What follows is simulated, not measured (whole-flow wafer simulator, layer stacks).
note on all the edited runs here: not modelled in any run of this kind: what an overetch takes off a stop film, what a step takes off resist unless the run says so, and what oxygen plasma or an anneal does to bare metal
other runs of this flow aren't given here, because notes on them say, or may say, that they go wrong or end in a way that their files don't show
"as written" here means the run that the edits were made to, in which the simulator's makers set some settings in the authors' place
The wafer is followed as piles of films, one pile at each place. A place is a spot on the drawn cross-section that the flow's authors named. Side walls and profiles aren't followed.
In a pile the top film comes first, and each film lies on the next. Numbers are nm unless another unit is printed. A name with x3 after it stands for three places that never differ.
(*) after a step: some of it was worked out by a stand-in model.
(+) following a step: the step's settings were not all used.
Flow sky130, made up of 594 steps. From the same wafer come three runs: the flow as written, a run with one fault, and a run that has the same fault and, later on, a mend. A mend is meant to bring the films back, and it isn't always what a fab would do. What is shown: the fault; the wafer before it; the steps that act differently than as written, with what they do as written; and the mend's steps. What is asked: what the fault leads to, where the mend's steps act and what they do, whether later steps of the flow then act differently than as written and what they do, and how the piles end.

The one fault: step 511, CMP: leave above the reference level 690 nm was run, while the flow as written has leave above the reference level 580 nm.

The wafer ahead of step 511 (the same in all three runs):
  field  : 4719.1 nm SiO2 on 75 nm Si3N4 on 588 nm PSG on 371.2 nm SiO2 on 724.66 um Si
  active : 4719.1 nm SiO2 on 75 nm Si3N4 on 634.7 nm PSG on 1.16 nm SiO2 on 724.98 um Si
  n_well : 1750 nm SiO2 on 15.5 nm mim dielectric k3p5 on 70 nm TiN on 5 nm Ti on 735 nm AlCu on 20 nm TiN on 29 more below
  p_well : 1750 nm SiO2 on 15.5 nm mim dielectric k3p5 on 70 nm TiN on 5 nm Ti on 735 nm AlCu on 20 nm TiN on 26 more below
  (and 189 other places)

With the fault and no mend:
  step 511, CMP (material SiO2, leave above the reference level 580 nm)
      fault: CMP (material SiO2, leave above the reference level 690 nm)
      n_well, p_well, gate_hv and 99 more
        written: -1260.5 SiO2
        fault: -1150.5 SiO2
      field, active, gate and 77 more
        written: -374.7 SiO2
        fault: -264.7 SiO2
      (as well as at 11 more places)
  Steps further on in the flow that do not act as written:
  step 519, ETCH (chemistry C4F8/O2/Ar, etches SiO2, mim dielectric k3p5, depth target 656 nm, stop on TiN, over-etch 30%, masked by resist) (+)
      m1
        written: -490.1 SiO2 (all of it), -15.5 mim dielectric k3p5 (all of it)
        fault: -600.1 SiO2 (all of it), -15.5 mim dielectric k3p5 (all of it)
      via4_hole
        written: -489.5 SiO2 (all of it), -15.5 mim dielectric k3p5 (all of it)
        fault: -599.5 SiO2 (all of it), -15.5 mim dielectric k3p5 (all of it)
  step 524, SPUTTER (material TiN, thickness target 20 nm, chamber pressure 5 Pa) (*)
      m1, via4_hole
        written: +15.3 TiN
        fault: +14.6 TiN
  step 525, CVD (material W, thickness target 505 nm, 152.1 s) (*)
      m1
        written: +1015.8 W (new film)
        fault: +1126.5 W (new film)
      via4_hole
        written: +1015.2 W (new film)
        fault: +1125.8 W (new film)
  By the end, the piles at field, active, n_well and 190 more depart from the flow's by more than 2% or 0.5 nm, whichever is larger.
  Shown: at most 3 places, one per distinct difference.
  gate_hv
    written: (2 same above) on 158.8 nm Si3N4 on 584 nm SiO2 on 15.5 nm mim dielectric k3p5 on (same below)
    fault: (2 same above) on 158.8 nm Si3N4 on 694 nm SiO2 on 15.5 nm mim dielectric k3p5 on (same below)
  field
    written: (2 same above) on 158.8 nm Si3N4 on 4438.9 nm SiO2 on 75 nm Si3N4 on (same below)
    fault: (2 same above) on 158.8 nm Si3N4 on 4548.9 nm SiO2 on 75 nm Si3N4 on (same below)
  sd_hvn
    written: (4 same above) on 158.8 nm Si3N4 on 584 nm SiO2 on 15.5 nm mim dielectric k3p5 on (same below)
    fault: (4 same above) on 158.8 nm Si3N4 on 694 nm SiO2 on 15.5 nm mim dielectric k3p5 on (same below)

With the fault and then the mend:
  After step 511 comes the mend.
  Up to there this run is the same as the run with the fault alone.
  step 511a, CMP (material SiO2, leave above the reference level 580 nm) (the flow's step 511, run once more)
      field, active, n_well and 190 more
        -110 SiO2
  Later steps of the flow that are run all act as written at every place that is followed.
  The piles end the same as the flow's at every place that both follow.
